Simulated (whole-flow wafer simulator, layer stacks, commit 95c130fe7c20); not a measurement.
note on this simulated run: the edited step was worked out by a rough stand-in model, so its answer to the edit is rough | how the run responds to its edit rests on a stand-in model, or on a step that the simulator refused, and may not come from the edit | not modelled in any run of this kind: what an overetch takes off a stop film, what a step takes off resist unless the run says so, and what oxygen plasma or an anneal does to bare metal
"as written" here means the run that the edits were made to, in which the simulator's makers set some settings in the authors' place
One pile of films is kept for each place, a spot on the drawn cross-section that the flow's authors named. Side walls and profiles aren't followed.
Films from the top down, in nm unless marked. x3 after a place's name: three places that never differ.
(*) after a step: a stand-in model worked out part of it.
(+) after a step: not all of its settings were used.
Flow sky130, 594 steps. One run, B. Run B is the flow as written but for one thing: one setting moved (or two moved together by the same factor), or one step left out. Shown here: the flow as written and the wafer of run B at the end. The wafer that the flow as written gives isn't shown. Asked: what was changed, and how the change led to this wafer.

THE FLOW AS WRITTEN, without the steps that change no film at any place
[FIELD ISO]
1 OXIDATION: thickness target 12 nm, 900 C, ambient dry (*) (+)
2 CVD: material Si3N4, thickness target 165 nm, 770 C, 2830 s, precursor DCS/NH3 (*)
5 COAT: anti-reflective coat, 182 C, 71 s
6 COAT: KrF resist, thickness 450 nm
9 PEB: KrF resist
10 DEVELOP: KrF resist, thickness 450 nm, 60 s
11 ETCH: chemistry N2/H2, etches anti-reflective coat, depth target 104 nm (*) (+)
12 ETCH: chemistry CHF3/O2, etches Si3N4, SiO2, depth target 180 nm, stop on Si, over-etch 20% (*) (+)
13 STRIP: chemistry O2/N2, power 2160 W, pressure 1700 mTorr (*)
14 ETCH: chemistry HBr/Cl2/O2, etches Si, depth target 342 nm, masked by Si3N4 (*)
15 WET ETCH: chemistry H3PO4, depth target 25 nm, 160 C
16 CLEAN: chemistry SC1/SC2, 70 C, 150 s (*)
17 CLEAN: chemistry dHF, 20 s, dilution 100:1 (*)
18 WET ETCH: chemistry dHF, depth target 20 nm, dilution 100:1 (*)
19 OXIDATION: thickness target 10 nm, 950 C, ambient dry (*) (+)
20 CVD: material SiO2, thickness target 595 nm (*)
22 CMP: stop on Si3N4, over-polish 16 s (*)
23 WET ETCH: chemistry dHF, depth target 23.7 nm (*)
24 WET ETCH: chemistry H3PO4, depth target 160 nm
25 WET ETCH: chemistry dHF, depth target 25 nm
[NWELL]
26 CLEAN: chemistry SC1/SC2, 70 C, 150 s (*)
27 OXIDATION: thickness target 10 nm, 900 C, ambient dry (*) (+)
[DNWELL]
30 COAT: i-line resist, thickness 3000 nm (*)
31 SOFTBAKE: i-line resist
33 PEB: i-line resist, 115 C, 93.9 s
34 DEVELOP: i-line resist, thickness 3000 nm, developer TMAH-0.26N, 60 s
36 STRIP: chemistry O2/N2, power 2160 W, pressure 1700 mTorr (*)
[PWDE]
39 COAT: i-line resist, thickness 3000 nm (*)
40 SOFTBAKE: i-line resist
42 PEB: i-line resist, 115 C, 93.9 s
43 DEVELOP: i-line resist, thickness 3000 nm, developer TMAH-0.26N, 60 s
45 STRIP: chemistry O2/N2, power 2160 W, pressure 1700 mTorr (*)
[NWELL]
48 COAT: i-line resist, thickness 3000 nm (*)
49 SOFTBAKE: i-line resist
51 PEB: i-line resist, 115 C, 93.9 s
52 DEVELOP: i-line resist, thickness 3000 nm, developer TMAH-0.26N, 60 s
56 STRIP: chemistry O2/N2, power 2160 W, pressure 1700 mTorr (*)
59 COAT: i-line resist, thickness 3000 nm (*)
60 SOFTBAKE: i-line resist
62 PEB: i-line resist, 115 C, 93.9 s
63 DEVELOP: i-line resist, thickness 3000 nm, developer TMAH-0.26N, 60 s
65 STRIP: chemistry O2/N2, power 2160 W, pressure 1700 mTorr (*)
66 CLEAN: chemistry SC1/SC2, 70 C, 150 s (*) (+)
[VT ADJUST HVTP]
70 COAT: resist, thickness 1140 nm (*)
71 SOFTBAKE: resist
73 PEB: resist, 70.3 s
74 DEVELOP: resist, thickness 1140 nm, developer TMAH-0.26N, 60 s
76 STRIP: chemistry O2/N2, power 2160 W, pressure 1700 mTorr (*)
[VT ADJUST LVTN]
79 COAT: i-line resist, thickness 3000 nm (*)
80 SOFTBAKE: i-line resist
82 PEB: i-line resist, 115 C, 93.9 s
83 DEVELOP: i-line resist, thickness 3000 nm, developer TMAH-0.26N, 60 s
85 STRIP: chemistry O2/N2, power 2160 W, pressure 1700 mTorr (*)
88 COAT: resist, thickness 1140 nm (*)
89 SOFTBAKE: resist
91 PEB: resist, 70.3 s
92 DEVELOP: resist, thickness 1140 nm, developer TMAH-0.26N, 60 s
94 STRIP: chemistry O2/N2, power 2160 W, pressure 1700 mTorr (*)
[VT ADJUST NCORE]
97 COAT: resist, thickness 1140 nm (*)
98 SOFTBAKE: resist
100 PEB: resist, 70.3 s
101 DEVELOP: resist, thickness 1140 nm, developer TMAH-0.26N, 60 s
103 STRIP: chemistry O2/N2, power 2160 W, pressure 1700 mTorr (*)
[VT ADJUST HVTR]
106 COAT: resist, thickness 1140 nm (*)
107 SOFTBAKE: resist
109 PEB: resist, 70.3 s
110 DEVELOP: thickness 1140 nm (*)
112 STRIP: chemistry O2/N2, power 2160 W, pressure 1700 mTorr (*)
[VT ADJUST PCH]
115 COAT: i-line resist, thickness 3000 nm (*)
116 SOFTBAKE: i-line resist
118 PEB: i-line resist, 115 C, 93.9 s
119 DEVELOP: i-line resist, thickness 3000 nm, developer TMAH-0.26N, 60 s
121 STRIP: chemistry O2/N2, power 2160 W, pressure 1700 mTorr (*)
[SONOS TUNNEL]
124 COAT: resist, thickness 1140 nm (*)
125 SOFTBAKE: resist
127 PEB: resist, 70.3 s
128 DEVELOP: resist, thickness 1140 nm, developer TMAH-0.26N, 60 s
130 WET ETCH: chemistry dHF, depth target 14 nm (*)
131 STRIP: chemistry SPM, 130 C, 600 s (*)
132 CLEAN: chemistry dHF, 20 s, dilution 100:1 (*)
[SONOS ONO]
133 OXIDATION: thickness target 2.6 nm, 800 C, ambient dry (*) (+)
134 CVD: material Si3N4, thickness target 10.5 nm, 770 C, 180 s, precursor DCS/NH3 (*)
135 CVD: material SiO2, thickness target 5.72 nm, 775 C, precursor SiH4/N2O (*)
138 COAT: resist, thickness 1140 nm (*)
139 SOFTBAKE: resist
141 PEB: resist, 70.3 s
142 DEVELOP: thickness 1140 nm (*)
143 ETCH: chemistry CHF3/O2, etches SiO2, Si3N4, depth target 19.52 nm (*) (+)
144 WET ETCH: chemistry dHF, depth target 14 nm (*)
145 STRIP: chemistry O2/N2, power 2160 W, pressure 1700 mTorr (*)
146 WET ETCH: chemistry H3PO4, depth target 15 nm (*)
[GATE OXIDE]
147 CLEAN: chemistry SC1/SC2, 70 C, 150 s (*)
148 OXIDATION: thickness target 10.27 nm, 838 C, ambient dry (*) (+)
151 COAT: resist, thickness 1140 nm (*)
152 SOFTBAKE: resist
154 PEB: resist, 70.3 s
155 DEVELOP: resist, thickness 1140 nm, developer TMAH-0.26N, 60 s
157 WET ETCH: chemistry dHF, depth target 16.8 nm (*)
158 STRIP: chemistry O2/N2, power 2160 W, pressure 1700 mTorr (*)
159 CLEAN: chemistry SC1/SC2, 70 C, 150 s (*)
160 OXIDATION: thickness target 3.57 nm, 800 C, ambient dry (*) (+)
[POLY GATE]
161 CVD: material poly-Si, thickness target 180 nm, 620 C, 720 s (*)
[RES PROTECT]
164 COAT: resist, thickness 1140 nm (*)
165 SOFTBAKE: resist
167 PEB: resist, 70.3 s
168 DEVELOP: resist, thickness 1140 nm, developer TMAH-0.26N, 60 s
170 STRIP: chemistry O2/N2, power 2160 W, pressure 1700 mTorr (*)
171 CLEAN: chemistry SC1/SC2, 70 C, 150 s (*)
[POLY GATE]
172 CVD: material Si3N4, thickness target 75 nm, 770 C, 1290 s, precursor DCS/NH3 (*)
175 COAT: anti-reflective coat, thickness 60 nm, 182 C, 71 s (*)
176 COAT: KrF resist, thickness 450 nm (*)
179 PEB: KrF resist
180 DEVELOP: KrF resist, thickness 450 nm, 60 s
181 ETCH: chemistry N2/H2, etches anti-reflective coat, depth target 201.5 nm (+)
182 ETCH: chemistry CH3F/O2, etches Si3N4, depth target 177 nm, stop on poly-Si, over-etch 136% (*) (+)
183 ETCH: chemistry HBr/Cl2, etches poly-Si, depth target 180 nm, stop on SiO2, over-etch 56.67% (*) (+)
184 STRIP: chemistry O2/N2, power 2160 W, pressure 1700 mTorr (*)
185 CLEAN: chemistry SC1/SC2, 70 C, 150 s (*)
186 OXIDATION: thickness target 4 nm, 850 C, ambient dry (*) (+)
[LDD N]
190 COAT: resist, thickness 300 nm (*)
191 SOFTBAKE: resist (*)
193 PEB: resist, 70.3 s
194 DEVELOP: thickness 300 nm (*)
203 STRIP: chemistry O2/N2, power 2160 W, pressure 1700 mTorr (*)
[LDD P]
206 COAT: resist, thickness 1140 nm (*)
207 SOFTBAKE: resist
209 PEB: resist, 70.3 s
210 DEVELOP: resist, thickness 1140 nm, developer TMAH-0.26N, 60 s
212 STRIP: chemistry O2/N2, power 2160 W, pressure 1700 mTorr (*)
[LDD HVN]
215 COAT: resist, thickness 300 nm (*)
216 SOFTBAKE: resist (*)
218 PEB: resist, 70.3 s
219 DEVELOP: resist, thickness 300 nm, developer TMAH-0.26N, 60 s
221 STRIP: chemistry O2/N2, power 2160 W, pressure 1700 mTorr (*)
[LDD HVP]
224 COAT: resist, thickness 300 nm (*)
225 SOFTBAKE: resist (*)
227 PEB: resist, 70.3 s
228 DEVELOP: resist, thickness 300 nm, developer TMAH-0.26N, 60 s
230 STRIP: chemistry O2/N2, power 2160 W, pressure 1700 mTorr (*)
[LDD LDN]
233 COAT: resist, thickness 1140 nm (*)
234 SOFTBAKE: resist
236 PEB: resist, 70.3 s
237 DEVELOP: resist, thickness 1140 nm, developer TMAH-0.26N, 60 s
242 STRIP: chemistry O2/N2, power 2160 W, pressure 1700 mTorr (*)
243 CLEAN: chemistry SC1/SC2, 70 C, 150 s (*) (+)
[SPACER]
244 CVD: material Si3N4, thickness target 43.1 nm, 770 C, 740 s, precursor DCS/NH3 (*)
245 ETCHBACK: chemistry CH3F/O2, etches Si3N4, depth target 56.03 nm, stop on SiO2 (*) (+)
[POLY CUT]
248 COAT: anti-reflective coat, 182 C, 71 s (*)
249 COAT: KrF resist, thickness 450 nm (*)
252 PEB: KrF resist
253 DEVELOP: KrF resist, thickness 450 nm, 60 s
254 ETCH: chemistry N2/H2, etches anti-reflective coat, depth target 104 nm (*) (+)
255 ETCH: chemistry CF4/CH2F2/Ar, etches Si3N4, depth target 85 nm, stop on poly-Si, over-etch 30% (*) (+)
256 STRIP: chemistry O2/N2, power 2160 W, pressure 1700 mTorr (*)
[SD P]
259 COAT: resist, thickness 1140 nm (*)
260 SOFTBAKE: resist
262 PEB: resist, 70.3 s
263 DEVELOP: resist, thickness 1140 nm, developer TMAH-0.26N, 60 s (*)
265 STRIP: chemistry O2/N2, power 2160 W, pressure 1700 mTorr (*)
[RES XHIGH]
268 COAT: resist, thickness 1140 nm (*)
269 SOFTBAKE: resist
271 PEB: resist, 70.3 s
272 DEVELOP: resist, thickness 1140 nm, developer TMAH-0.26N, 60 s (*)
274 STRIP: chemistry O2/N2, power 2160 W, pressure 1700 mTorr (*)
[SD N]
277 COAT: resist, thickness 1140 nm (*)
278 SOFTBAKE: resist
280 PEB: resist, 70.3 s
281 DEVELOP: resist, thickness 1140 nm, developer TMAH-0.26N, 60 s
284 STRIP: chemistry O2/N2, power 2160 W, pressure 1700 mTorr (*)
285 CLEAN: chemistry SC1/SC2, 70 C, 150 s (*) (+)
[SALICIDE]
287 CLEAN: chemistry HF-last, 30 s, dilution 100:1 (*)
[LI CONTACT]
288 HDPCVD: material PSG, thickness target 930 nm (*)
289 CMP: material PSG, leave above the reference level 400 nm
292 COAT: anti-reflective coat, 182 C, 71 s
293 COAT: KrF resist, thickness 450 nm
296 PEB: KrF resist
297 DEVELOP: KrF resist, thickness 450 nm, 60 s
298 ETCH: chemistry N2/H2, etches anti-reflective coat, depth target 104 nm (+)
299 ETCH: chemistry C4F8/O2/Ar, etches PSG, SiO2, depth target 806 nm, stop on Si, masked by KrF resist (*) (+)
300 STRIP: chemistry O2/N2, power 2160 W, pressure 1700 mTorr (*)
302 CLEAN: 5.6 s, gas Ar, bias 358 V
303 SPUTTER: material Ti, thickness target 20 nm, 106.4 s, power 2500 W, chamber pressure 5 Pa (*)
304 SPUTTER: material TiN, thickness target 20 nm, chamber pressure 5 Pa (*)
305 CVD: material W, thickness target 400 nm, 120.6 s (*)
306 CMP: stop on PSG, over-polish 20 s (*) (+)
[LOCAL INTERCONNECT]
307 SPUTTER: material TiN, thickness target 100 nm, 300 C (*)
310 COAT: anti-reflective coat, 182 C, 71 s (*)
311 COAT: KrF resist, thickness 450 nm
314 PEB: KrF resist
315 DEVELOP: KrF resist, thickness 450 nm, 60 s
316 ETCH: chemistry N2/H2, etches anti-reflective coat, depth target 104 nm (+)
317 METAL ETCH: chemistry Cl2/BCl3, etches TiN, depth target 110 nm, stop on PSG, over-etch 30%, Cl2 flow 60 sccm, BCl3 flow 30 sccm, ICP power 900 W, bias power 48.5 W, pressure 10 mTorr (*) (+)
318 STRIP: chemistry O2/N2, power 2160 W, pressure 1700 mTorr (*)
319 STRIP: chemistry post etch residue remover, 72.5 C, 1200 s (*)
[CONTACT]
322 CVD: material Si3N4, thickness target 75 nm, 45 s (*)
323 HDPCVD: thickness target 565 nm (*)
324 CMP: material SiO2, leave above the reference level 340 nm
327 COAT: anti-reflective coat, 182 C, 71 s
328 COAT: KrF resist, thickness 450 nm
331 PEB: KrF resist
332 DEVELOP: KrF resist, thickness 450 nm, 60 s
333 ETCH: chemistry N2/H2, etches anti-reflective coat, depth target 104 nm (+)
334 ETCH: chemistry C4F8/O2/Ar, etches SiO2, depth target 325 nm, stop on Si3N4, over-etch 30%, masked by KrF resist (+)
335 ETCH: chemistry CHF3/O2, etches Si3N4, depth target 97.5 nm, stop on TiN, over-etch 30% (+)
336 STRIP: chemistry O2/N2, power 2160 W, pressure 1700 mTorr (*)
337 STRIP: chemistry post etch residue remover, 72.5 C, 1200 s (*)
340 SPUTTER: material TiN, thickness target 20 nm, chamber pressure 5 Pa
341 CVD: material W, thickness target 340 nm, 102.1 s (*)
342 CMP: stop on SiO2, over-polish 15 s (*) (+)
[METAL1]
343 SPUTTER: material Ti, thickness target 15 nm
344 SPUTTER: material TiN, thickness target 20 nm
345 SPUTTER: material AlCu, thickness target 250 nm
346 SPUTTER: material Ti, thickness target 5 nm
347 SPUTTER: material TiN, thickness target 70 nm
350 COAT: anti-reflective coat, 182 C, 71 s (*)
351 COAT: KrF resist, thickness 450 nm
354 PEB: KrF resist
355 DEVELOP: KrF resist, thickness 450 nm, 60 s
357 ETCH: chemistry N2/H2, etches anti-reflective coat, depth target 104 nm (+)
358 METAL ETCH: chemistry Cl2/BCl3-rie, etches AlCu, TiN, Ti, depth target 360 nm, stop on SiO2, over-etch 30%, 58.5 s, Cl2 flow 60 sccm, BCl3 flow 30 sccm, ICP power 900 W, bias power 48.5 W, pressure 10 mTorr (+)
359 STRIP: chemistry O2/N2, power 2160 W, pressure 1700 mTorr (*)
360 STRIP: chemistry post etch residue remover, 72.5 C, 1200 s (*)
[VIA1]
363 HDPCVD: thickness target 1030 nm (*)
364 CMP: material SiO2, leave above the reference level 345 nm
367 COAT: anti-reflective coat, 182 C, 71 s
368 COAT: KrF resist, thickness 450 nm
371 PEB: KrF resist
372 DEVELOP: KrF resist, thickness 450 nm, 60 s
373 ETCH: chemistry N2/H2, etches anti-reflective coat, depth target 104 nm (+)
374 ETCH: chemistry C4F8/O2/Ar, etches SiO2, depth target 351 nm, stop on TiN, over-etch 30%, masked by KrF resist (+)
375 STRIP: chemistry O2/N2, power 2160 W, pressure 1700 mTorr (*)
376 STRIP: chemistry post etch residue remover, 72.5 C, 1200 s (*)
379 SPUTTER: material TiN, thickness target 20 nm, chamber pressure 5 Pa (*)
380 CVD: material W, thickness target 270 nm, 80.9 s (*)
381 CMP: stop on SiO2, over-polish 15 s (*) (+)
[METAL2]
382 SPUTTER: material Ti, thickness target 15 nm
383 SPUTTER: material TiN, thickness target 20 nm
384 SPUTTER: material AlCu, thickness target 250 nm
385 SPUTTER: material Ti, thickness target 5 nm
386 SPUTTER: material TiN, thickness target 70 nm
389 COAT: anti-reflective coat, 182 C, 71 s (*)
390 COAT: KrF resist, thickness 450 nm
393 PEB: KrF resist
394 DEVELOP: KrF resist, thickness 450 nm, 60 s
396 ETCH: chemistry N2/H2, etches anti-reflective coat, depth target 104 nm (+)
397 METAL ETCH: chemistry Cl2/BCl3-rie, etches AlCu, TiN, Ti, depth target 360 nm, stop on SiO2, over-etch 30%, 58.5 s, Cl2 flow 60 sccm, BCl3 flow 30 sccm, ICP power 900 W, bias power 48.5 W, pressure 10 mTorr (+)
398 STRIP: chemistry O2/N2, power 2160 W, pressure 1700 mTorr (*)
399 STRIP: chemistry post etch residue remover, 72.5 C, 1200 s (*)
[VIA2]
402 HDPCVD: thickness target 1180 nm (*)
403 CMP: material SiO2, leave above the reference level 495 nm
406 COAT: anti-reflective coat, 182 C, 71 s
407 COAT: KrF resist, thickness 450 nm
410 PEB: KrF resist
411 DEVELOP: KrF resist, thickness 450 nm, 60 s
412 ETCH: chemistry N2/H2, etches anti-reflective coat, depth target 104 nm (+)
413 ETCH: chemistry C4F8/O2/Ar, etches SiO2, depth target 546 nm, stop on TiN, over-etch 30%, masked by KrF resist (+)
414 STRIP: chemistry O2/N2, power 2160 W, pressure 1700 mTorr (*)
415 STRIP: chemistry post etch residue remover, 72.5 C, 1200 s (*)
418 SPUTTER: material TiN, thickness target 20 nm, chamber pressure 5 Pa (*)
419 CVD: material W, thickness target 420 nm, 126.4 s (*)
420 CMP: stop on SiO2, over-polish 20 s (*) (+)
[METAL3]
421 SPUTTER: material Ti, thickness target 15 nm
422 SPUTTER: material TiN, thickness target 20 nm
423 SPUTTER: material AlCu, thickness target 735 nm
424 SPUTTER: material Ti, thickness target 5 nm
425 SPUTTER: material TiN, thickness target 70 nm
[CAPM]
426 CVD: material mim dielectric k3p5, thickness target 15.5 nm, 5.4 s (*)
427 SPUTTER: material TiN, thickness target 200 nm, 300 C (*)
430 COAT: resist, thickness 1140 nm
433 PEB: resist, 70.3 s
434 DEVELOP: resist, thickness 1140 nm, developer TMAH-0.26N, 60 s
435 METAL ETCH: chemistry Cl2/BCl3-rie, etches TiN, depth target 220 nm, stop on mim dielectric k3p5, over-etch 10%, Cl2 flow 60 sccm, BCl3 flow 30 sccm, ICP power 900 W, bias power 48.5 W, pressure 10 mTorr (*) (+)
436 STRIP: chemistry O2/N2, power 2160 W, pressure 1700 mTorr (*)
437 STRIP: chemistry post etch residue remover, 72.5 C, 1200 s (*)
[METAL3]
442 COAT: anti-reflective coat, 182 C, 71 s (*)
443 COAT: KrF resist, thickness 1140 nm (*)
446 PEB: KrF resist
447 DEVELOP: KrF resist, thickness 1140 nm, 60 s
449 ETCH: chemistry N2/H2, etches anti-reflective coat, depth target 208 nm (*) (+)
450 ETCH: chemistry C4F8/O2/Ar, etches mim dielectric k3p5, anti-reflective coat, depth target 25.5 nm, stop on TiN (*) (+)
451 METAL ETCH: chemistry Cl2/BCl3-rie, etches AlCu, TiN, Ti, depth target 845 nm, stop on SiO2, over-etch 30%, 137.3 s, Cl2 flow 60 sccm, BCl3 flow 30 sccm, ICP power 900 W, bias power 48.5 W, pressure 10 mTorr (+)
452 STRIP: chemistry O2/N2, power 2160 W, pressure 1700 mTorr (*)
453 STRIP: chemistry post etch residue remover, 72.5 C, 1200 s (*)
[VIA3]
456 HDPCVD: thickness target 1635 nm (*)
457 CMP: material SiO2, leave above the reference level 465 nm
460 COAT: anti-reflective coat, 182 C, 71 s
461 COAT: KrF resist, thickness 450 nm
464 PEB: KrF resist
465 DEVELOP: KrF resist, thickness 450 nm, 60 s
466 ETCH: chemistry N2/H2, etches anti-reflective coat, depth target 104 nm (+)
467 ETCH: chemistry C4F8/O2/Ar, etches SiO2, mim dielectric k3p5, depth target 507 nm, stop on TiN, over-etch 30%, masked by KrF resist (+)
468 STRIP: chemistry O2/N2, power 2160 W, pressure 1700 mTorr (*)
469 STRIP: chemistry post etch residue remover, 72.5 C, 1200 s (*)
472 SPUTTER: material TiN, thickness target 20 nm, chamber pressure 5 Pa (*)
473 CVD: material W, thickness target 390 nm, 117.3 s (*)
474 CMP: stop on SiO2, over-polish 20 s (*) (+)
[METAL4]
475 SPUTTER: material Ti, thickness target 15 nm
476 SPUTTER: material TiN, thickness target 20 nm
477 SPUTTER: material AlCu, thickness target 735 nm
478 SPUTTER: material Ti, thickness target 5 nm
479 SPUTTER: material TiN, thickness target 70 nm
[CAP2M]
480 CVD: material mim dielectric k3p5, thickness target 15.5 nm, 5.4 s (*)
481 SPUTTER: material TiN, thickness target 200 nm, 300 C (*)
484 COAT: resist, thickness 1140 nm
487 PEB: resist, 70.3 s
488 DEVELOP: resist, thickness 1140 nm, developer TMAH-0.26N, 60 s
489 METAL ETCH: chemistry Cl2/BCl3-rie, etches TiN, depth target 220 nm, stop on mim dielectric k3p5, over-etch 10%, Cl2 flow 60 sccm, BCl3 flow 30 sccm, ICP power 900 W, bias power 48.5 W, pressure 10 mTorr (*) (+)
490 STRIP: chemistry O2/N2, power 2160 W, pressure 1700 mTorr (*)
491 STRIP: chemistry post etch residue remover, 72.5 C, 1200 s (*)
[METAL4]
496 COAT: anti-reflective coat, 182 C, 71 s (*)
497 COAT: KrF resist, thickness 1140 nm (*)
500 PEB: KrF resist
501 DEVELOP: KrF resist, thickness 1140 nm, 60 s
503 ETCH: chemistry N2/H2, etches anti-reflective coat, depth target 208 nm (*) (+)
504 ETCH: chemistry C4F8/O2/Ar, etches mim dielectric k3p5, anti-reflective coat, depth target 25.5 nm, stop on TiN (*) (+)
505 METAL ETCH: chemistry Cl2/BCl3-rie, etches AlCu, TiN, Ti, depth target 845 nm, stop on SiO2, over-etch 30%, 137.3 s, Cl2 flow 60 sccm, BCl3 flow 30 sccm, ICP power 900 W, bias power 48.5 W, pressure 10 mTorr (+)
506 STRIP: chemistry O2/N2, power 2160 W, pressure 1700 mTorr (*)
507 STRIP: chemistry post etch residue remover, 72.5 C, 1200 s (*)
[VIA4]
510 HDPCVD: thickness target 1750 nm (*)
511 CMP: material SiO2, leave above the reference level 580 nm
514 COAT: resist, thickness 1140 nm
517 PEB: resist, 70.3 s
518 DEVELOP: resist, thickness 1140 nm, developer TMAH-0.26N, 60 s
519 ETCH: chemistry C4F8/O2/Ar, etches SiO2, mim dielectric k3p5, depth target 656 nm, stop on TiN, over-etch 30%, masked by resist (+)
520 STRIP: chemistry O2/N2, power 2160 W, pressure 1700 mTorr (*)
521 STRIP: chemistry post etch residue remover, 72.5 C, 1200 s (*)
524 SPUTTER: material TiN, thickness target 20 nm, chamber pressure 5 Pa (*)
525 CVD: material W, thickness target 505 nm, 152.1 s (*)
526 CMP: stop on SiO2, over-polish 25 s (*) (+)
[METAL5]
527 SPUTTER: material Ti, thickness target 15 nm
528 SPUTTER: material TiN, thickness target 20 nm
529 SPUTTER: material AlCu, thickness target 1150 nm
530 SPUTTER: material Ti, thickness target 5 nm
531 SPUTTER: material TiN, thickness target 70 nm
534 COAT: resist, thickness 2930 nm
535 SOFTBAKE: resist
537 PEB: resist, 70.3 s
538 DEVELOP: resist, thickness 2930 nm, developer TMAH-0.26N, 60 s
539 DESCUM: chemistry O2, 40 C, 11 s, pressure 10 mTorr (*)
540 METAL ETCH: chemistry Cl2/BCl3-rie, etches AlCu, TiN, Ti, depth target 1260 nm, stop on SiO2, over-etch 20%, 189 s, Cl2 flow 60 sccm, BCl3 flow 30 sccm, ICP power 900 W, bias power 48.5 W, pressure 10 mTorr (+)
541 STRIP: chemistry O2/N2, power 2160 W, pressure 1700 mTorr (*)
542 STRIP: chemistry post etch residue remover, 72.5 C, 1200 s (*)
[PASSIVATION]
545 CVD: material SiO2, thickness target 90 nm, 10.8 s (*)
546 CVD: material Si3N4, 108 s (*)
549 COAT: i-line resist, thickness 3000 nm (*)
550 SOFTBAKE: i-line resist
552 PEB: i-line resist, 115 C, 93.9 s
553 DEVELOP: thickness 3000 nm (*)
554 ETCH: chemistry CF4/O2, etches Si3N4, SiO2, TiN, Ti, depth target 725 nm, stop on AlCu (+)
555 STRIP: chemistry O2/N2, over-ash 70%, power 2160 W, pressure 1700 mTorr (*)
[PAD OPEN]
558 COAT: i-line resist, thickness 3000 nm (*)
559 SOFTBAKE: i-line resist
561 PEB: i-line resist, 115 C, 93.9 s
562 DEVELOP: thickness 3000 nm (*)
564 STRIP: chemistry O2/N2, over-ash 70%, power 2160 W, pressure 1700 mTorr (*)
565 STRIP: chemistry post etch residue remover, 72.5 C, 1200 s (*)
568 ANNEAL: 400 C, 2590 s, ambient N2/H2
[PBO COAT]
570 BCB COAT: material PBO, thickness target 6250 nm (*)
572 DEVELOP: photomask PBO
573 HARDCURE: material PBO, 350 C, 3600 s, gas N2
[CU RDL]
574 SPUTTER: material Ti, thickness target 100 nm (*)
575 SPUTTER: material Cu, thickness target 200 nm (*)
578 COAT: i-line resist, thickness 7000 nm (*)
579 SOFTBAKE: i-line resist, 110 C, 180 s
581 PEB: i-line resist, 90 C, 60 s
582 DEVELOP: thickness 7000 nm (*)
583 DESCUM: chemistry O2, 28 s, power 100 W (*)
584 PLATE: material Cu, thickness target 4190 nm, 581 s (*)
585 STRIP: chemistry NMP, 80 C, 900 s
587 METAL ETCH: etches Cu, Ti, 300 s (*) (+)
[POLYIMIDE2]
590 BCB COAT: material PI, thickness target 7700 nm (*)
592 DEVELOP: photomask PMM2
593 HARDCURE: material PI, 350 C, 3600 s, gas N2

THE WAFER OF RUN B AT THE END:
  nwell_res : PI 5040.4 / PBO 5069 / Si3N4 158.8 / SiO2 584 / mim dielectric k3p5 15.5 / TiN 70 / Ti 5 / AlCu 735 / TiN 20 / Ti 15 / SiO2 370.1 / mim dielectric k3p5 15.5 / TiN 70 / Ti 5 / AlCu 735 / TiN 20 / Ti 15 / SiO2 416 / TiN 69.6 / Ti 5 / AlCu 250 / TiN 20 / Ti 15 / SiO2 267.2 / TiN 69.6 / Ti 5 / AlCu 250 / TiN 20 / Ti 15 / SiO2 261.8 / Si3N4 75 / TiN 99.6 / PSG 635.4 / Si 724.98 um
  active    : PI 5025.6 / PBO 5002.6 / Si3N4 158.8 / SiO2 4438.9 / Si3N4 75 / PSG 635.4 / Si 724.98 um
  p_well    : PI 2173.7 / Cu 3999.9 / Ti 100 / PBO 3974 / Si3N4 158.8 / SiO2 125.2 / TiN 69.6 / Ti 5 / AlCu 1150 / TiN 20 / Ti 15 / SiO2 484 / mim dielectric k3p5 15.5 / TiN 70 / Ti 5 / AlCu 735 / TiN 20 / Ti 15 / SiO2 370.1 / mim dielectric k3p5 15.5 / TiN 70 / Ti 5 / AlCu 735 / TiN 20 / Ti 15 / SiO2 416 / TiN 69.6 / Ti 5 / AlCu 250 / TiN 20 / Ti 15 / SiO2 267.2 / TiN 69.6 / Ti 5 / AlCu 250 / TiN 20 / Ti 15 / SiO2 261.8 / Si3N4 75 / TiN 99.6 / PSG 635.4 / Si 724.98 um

The cause: step 186, OXIDATION: 786 C was run, where the flow has 850 C.

How the change led to this, step by step:
  186 OXIDATION: thickness target 4 nm, 850 C, ambient dry (*) (+)
      active, p_well, spacer and 26 more: SiO2 +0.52, Si -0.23 (as written it would be: SiO2 +1.55, Si -0.68)
      pwell_dnw, sd_hvn, dext_ntap_nw and 17 more: SiO2 +0.39, Si -0.17 (as written it would be: SiO2 +0.94, Si -0.41)
      (and at 1 more place)
  248 COAT: anti-reflective coat, 182 C, 71 s (*)
      gate_p_hv: anti-reflective coat +15 (new film) (as written it would be: anti-reflective coat +15.8 (new film))
  256 STRIP: chemistry O2/N2, power 2160 W, pressure 1700 mTorr (*)
      gate_p_hv: KrF resist -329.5 (all of it), anti-reflective coat -15 (all of it) (as written it would be: KrF resist -328.9 (all of it), anti-reflective coat -15.8 (all of it))
  287 CLEAN: chemistry HF-last, 30 s, dilution 100:1 (*)
      active, p_well, sd_n and 19 more: SiO2 -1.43 (all of it) (as written it would be: SiO2 -1.31)
  299 ETCH: chemistry C4F8/O2/Ar, etches PSG, SiO2, depth target 806 nm, stop on Si, masked by KrF resist (*) (+)
      contact, ndiff_licon, ndiff_licon_cpp: PSG -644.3 (all of it) (as written it would be: PSG -643.6 (all of it), SiO2 -1.16 (all of it))
